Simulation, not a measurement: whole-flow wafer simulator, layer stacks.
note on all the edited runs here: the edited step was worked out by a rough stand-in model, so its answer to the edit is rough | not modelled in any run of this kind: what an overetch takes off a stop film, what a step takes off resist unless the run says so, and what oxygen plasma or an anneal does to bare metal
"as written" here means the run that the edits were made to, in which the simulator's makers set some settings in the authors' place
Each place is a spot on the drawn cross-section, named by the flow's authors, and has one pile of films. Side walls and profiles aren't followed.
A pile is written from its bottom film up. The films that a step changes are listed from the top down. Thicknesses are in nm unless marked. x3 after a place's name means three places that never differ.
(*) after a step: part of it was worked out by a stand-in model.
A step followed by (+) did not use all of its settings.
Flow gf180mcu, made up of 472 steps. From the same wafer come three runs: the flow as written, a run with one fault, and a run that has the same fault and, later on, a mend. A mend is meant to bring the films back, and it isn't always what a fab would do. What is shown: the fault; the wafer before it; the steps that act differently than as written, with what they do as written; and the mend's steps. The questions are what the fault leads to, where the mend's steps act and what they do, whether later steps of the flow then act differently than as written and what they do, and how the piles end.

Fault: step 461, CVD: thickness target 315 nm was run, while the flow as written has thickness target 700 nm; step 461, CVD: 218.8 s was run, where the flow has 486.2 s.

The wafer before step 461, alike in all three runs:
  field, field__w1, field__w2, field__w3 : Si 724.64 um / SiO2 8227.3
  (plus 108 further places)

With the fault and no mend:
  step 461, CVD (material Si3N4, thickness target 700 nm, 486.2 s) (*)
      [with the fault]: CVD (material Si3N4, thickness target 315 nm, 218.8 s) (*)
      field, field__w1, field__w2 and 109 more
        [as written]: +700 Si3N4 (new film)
        [with the fault]: +315.1 Si3N4 (new film)
  Later steps of the flow acting differently than as written (4 other steps are not shown; they differ only slightly, by no more than 2% or 0.5 nm, whichever is larger):
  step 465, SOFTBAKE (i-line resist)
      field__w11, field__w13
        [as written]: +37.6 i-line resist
        [with the fault]: +35.6 i-line resist
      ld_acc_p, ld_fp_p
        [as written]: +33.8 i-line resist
        [with the fault]: +31.7 i-line resist
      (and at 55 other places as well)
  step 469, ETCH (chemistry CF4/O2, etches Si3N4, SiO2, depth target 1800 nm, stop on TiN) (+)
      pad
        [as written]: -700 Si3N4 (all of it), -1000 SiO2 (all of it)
        [with the fault]: -315.1 Si3N4 (all of it), -1000 SiO2 (all of it)
  The piles end different from the flow's at field, field__w1, field__w2 and 108 more by more than 2% or 0.5 nm, whichever is larger.
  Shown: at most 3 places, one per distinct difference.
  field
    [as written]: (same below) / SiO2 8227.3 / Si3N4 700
    [with the fault]: (same below) / SiO2 8227.3 / Si3N4 315.1
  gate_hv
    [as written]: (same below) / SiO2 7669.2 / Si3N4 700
    [with the fault]: (same below) / SiO2 7669.2 / Si3N4 315.1
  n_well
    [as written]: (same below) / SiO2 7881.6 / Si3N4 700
    [with the fault]: (same below) / SiO2 7881.6 / Si3N4 315.1

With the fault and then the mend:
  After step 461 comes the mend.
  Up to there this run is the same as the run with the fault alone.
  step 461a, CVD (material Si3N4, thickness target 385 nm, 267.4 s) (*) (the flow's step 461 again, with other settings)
      field, field__w1, field__w2 and 109 more
        +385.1 Si3N4
  Every later step of the flow that is run acts as written, at every place that is followed, to within 2% or 0.5 nm, whichever is larger.
  The piles end only slightly different from the flow's at the places that both follow, by no more than 2% or 0.5 nm, whichever is larger.
